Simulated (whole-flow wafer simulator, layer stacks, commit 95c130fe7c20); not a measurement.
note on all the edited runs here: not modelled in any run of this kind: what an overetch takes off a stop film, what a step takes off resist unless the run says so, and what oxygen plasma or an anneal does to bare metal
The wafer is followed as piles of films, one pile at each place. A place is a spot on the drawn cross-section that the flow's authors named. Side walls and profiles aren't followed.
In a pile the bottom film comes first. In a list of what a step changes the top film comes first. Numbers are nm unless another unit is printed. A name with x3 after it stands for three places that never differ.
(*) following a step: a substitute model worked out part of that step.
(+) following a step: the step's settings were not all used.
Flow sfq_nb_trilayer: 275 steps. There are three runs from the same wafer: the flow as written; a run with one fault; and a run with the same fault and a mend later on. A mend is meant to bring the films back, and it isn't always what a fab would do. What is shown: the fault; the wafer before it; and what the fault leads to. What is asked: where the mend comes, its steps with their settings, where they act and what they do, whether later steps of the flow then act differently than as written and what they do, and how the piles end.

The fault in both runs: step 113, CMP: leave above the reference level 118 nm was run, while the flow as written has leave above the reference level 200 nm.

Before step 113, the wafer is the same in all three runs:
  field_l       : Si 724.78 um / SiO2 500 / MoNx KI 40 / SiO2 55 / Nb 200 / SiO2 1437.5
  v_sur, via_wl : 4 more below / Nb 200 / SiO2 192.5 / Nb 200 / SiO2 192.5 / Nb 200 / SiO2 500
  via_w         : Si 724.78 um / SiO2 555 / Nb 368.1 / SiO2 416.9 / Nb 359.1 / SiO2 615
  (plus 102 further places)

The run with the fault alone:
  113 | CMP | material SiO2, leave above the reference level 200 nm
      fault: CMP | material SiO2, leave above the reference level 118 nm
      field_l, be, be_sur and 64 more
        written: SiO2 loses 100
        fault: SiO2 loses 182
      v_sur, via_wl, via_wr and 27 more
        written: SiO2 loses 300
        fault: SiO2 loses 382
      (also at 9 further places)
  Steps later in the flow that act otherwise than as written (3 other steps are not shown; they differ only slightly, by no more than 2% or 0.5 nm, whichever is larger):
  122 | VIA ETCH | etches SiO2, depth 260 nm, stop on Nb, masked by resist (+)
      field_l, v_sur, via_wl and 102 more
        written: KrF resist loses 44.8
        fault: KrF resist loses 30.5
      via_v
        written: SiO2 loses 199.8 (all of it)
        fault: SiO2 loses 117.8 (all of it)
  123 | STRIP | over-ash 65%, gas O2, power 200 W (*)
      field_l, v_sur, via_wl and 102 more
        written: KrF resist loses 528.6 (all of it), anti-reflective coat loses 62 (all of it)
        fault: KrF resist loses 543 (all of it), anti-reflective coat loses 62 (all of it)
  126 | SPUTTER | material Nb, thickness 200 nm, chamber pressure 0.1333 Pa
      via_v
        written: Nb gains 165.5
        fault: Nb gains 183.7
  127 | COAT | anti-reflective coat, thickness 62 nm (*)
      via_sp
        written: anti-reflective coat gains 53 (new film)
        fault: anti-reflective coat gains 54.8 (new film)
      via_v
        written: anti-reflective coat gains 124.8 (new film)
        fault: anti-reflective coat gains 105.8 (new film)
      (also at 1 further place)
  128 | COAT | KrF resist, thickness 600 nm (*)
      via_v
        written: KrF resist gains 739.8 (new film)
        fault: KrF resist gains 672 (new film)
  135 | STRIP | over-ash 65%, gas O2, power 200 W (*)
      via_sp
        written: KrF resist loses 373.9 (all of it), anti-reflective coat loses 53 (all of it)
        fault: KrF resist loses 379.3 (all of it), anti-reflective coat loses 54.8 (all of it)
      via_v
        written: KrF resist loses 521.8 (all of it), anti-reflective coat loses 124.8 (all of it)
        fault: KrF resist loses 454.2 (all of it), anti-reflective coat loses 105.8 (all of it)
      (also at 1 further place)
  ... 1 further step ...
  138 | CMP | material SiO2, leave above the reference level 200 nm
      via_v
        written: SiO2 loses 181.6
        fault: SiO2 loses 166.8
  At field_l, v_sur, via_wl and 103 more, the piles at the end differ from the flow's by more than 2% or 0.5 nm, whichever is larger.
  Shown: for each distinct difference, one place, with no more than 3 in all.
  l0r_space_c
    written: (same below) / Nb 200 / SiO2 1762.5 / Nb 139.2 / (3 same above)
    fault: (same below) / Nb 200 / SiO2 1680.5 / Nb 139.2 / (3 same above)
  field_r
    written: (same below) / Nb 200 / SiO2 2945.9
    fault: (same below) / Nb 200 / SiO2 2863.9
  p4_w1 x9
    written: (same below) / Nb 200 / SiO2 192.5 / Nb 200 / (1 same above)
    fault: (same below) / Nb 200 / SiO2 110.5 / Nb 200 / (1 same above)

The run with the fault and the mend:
  After step 120 comes the mend.
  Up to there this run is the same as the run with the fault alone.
  120a | STRIP | over-ash 65%, gas O2, power 200 W (*)
      field_l, v_sur, via_wl and 102 more
        KrF resist loses 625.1 (all of it), anti-reflective coat loses 62 (all of it)
      via_v
        anti-reflective coat loses 62 (all of it)
  120b | PECVD | material SiO2, thickness 82 nm, 150 C, 18.22 s, RF power 183.3 W, pressure 2.4 Torr, precursor SiH4/N2O (a further turn of the flow's step 112, with different settings)
      field_l, v_sur, via_wl and 103 more
        SiO2 gains 82
  120c | COAT | anti-reflective coat, thickness 62 nm (a further turn of the flow's step 115)
      field_l, v_sur, via_wl and 103 more
        anti-reflective coat gains 62 (new film)
  120d | COAT | KrF resist, thickness 650 nm (a further turn of the flow's step 116)
      field_l, v_sur, via_wl and 103 more
        KrF resist gains 650 (new film)
  120e | SOFTBAKE | KrF resist (a further turn of the flow's step 117)
      alters no film at any place that is followed
  120f | EXPOSE | photomask I3, dose 11.91 mJ/cm2, NA 0.6, wavelength 248 nm (*) (a further turn of the flow's step 118)
      alters no film at any place that is followed
  120g | PEB | KrF resist, 90 s (a further turn of the flow's step 119)
      field_l, v_sur, via_wl and 103 more
        KrF resist loses 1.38
  120h | DEVELOP | KrF resist, thickness 650 nm, 60 s (a further turn of the flow's step 120)
      field_l, v_sur, via_wl and 102 more
        KrF resist loses 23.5
      via_v
        KrF resist loses 648.6 (all of it)
  Later steps of the flow that are run all act as written at every place that is followed, up to a difference of at most 2% or 0.5 nm, whichever is larger.
  By the end, the piles equal the flow's at every place that both follow.
